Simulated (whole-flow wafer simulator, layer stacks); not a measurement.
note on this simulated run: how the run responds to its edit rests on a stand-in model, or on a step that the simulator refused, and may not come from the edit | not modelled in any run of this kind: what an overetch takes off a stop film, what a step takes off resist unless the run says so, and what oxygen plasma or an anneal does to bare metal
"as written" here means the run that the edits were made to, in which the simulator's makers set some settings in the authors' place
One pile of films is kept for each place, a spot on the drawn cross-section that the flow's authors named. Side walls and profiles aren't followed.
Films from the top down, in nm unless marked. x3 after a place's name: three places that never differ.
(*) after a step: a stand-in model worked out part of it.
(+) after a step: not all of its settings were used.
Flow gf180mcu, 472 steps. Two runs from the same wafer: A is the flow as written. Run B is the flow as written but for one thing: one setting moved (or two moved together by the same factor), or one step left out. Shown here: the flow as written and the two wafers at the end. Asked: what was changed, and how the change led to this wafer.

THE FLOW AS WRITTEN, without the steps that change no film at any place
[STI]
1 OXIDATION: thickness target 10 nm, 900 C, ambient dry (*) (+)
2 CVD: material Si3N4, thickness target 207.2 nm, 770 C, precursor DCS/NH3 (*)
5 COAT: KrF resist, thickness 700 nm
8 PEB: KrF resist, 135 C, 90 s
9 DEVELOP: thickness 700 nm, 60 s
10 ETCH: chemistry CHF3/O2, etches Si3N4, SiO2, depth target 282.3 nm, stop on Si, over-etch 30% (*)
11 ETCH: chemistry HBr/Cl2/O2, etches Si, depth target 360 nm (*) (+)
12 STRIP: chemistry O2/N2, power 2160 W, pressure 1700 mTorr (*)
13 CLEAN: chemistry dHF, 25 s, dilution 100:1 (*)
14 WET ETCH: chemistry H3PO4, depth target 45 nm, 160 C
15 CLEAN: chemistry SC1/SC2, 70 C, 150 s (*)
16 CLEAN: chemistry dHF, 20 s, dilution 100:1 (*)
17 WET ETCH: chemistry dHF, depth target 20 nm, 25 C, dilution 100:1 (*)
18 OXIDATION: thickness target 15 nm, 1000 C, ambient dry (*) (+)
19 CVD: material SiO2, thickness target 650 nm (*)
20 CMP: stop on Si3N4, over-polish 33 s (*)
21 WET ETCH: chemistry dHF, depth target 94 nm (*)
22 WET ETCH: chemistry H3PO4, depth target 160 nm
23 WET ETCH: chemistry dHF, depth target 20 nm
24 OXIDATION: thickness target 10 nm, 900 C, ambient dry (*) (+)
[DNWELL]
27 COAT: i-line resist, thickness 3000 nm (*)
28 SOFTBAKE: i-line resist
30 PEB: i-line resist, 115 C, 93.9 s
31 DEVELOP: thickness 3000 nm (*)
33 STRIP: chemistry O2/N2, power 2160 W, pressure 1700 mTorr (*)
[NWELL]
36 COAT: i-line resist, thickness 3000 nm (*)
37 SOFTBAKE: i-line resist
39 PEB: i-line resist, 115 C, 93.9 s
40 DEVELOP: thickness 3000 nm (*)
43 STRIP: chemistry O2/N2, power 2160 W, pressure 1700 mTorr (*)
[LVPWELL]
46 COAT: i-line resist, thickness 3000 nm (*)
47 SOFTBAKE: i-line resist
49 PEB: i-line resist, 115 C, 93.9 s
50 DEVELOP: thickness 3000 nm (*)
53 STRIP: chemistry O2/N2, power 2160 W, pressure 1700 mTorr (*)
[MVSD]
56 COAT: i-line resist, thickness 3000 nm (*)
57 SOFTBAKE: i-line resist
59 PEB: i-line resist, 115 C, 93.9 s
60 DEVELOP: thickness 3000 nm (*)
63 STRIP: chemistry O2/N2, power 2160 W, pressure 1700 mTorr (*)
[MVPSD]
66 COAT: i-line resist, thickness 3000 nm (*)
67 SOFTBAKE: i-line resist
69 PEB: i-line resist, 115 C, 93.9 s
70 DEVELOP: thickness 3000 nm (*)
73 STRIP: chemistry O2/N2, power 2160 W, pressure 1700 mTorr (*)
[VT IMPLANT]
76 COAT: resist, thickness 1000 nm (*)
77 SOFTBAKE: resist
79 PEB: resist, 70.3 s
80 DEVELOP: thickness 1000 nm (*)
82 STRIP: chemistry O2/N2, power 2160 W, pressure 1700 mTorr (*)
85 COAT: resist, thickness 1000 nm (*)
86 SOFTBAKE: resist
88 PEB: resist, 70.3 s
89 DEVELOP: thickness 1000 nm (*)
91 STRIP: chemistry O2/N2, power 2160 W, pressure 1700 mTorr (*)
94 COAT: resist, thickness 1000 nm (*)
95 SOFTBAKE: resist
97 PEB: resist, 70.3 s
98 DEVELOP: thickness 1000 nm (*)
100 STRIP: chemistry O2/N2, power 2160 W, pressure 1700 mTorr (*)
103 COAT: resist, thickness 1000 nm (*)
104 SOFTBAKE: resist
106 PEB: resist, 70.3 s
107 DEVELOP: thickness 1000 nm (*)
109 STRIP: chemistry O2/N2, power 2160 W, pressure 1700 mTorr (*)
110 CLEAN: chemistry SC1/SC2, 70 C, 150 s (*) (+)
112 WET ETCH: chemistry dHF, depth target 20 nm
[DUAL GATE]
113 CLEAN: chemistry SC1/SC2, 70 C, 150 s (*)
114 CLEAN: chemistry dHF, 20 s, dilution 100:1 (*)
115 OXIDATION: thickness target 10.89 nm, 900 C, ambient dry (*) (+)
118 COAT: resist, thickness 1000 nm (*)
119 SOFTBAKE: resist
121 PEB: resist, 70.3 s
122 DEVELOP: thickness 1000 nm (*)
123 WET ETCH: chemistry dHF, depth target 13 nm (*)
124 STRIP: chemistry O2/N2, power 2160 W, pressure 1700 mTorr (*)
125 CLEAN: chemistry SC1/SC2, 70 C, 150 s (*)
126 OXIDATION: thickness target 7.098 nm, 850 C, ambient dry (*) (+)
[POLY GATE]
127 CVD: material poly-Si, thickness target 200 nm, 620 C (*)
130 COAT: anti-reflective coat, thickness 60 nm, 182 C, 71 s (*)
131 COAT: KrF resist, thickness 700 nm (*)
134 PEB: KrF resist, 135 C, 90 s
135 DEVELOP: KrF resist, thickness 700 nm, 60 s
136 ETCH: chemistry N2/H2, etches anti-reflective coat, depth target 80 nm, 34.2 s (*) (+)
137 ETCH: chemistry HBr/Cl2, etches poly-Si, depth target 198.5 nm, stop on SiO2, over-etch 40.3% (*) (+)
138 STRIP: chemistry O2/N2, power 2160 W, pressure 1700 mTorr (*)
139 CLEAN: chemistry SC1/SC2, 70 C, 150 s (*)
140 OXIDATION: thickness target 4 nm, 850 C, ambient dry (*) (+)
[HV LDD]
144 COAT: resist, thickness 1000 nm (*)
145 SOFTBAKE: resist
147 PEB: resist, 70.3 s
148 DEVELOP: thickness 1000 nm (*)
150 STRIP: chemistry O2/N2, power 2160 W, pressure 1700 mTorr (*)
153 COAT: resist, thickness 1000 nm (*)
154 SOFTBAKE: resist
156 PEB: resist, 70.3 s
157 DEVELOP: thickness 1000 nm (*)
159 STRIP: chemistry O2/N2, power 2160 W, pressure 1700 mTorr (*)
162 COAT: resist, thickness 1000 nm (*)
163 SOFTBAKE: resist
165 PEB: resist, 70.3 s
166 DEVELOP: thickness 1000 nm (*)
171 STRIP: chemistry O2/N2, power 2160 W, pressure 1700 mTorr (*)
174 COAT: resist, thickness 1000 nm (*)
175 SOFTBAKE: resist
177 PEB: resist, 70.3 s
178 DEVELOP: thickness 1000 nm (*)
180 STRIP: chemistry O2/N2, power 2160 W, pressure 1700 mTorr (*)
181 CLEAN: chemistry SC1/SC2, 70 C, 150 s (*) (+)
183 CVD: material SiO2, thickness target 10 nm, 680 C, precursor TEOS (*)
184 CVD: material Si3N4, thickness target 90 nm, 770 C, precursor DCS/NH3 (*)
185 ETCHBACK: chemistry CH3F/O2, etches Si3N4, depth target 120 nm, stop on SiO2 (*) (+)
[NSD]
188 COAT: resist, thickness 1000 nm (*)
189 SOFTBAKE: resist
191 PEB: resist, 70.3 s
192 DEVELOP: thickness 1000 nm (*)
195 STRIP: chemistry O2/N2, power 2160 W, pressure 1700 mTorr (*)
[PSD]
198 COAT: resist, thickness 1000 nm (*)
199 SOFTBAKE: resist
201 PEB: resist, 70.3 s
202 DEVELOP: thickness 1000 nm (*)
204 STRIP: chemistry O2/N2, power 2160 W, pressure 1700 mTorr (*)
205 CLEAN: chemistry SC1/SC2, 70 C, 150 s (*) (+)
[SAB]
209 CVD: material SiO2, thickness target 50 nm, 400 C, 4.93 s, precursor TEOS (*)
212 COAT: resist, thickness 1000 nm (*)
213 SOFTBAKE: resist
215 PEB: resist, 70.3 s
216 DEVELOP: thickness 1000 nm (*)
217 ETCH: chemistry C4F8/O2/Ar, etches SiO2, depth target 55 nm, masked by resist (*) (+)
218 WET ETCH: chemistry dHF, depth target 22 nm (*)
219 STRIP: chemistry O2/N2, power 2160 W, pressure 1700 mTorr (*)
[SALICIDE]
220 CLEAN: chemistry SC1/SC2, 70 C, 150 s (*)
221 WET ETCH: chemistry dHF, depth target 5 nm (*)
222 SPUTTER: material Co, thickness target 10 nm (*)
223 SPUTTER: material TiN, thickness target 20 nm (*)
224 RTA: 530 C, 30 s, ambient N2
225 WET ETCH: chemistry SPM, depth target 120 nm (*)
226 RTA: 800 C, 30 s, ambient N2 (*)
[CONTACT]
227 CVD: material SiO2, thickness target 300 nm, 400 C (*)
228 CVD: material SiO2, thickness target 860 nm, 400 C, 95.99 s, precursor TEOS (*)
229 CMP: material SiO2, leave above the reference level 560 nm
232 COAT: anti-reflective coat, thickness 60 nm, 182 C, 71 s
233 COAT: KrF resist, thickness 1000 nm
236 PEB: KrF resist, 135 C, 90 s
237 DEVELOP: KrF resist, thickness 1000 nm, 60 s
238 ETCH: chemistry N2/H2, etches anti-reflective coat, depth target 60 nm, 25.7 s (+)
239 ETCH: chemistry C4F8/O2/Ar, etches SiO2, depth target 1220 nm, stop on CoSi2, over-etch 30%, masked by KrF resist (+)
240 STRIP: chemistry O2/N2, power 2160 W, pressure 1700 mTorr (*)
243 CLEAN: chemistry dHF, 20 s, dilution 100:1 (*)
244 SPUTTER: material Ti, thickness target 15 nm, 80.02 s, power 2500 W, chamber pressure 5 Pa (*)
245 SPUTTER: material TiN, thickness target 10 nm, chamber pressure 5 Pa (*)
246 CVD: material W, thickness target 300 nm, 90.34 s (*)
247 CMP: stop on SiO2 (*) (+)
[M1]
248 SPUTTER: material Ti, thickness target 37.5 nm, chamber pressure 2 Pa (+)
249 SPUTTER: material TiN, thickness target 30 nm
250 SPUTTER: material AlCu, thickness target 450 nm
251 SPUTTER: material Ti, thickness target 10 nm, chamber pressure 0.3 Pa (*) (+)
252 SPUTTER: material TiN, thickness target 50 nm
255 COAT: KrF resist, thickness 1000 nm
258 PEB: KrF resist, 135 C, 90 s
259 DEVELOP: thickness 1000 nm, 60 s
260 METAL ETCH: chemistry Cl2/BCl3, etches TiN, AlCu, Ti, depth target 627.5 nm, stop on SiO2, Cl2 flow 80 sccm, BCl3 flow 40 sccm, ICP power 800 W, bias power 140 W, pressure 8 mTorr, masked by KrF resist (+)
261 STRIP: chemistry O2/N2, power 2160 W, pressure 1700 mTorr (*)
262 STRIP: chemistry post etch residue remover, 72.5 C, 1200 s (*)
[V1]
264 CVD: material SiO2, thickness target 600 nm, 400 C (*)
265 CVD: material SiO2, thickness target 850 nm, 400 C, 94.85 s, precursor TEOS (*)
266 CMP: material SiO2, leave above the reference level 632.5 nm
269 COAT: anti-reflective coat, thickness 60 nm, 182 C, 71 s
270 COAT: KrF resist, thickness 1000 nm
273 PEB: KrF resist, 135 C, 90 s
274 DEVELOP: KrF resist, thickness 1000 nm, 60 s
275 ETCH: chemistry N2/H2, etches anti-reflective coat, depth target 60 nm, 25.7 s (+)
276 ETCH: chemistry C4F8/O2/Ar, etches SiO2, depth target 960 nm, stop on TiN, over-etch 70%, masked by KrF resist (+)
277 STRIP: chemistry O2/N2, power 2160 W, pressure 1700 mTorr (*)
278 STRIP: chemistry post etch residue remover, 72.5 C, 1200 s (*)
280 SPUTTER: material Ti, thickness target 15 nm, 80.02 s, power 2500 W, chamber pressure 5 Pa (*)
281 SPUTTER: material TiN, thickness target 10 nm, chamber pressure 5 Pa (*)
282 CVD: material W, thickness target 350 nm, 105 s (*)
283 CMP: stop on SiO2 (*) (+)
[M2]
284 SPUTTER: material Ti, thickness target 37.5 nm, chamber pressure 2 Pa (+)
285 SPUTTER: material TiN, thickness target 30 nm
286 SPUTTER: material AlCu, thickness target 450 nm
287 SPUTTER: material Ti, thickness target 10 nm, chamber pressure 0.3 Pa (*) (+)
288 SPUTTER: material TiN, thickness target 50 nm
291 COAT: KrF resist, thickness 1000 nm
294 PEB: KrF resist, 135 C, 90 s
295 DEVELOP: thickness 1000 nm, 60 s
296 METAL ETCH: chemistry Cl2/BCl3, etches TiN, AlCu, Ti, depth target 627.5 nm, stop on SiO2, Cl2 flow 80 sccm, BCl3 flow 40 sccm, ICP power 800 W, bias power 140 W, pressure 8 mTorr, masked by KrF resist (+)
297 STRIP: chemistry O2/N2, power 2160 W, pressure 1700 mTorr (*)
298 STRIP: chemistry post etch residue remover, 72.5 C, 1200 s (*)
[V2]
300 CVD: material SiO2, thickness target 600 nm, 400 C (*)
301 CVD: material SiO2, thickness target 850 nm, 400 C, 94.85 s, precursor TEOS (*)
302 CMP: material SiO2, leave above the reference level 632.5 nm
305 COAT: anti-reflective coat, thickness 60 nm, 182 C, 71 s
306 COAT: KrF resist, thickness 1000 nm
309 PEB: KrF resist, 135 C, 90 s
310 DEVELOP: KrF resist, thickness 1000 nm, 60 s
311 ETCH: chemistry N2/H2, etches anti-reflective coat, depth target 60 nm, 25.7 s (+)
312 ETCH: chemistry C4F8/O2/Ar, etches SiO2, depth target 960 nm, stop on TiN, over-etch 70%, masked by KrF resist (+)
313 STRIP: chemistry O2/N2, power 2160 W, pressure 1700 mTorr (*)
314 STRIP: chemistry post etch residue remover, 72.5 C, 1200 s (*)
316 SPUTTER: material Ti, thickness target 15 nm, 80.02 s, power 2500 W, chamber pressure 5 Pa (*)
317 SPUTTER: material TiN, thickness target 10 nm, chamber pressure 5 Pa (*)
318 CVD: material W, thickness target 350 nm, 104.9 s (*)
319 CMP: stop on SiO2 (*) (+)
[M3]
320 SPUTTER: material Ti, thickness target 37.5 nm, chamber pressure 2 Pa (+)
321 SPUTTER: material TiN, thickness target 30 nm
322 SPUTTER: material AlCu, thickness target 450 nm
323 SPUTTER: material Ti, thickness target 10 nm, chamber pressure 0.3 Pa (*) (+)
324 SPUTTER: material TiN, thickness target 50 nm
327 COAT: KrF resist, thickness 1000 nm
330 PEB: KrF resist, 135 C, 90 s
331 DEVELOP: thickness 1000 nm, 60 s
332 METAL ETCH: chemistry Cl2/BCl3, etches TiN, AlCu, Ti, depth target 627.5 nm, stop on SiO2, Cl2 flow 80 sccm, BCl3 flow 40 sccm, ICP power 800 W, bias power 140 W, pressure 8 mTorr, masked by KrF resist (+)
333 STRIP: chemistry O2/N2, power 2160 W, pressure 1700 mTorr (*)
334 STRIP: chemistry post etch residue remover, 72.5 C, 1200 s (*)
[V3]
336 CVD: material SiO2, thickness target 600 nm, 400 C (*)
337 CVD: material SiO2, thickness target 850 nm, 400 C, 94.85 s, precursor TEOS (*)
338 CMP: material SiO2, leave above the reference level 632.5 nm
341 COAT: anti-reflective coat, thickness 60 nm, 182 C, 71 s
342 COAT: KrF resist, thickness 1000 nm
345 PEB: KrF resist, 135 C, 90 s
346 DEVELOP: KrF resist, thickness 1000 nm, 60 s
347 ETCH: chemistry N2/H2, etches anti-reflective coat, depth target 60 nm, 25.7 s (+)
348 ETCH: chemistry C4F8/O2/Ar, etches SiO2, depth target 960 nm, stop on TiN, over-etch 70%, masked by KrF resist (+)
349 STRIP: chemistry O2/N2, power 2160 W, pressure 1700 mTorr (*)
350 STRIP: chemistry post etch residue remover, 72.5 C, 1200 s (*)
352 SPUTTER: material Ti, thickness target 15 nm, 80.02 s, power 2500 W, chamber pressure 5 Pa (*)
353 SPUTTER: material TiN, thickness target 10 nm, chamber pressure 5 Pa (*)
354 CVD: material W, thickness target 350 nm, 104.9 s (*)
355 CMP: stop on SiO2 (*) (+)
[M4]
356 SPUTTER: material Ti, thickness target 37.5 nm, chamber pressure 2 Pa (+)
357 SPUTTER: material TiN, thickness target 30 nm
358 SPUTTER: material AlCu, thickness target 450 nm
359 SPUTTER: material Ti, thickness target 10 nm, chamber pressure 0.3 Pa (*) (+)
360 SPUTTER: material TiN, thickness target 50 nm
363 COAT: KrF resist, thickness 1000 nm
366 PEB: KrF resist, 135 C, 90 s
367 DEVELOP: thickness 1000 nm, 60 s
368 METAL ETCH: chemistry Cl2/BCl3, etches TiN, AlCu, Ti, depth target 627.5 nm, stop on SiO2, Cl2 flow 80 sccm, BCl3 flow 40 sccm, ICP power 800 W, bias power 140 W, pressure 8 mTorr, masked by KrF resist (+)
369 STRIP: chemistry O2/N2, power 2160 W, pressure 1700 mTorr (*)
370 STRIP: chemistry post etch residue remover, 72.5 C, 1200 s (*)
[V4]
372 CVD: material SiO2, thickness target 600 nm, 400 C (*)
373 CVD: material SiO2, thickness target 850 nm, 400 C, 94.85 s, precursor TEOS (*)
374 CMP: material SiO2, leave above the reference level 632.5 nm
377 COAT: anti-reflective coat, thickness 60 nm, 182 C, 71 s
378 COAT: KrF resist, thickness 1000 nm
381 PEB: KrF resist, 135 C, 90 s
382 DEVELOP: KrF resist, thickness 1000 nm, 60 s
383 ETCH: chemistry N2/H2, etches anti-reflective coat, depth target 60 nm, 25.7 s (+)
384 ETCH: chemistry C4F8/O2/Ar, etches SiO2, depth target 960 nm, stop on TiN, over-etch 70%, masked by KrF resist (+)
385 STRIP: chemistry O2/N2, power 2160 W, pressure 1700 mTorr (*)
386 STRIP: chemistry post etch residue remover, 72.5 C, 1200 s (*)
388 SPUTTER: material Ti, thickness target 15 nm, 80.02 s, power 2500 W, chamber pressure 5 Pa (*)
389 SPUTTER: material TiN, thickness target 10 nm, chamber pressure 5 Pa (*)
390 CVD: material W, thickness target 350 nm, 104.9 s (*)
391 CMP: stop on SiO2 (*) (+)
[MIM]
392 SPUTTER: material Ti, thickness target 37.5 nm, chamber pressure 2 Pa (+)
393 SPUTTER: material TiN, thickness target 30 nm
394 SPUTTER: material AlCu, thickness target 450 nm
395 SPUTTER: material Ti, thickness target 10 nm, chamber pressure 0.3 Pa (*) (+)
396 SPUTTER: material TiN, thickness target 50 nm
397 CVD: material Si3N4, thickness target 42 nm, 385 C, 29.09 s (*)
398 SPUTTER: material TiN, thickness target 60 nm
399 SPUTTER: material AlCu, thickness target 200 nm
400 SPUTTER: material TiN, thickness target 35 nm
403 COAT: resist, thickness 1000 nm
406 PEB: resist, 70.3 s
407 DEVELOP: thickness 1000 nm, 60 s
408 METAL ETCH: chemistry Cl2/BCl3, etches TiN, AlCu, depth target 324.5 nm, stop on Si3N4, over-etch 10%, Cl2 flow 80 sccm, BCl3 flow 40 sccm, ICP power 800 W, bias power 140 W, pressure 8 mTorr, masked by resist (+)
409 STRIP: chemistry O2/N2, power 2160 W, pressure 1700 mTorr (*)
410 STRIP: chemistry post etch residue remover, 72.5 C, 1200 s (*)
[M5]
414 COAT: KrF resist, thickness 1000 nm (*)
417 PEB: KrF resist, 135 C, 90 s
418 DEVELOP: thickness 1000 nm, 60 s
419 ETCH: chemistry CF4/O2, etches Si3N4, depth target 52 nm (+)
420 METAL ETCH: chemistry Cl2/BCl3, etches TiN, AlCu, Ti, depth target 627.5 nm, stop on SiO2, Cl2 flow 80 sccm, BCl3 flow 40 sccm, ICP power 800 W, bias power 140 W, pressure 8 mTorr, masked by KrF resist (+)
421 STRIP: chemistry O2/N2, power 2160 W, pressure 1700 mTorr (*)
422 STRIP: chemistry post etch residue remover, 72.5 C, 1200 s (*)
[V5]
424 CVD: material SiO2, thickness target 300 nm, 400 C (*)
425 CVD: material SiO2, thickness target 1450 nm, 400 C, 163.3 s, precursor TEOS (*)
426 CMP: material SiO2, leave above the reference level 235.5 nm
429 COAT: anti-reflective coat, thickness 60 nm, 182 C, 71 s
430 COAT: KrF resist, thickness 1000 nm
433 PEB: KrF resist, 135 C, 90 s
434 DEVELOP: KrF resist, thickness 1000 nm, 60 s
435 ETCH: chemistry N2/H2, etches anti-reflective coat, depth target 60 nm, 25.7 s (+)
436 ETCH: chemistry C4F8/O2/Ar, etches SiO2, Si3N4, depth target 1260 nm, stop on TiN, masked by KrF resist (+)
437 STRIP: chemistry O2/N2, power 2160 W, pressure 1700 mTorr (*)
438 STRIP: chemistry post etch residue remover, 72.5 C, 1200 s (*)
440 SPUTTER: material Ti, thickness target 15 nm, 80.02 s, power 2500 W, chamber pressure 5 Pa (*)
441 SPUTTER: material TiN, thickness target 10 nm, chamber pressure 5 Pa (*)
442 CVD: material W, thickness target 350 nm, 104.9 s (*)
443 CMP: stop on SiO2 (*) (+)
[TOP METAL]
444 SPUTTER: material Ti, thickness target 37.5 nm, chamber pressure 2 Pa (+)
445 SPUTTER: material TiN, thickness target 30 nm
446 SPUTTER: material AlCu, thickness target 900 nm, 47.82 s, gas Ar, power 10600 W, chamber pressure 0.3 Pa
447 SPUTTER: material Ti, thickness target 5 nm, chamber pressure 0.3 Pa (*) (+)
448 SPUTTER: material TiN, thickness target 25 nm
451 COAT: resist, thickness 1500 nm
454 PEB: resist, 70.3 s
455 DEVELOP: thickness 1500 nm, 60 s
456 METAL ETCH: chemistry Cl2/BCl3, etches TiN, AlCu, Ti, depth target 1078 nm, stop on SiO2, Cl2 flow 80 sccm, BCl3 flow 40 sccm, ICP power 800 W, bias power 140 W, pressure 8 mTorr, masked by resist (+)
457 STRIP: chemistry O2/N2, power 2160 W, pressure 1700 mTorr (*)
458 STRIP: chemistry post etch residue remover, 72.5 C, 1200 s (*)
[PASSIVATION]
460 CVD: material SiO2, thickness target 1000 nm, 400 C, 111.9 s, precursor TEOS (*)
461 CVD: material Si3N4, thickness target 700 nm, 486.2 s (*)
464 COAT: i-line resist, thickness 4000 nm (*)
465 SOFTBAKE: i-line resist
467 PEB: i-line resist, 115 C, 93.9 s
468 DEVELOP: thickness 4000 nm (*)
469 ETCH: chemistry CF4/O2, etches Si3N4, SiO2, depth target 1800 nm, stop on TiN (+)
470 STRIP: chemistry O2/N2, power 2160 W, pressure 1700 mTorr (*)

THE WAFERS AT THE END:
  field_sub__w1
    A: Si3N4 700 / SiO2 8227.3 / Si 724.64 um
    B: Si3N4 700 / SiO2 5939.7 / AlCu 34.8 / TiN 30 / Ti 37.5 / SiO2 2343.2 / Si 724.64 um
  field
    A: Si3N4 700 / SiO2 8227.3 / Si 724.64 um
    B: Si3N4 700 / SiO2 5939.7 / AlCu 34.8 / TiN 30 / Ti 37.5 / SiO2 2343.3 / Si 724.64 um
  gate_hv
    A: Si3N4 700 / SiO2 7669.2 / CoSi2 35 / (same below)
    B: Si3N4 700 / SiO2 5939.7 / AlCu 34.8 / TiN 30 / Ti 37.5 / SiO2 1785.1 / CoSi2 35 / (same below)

The cause: step 286, SPUTTER: thickness target 608 nm was run, where the flow has thickness target 450 nm.

How the change led to this, step by step:
  286 SPUTTER: material AlCu, thickness target 450 nm
      field, field__w1, field__w2 and 108 more: A AlCu +450 (new film) | B AlCu +608 (new film)
  296 METAL ETCH: chemistry Cl2/BCl3, etches TiN, AlCu, Ti, depth target 627.5 nm, stop on SiO2, Cl2 flow 80 sccm, BCl3 flow 40 sccm, ICP power 800 W, bias power 140 W, pressure 8 mTorr, masked by KrF resist (+)
      field, field__w1, field__w2 and 103 more: A TiN -50 (all of it), Ti -10 (all of it), AlCu -450 (all of it), TiN -30 (all of it), Ti -37.5 (all of it) | B TiN -50 (all of it), Ti -10 (all of it), AlCu -567.5
  298 STRIP: chemistry post etch residue remover, 72.5 C, 1200 s (*)
      field, field__w1, field__w2 and 103 more: A nothing | B AlCu -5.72
  300 CVD: material SiO2, thickness target 600 nm, 400 C (*)
      field, field__w1, field__w2 and 103 more: A SiO2 +600 | B SiO2 +600 (new film)
  302 CMP: material SiO2, leave above the reference level 632.5 nm
      field, field__w1, field__w2 and 103 more: A SiO2 -300 | B SiO2 -244.3
Counting metal films that touch as one body, field_sub__w1 has 1 body; the flow as written gives 0 bodies.
Counting metal films that touch as one body, field has 1 body; the flow as written gives 0 bodies.
Counting metal films that touch as one body, gate_hv has 2 bodies (between them, from the top down: SiO2 1785.1); the flow as written gives 1 body.
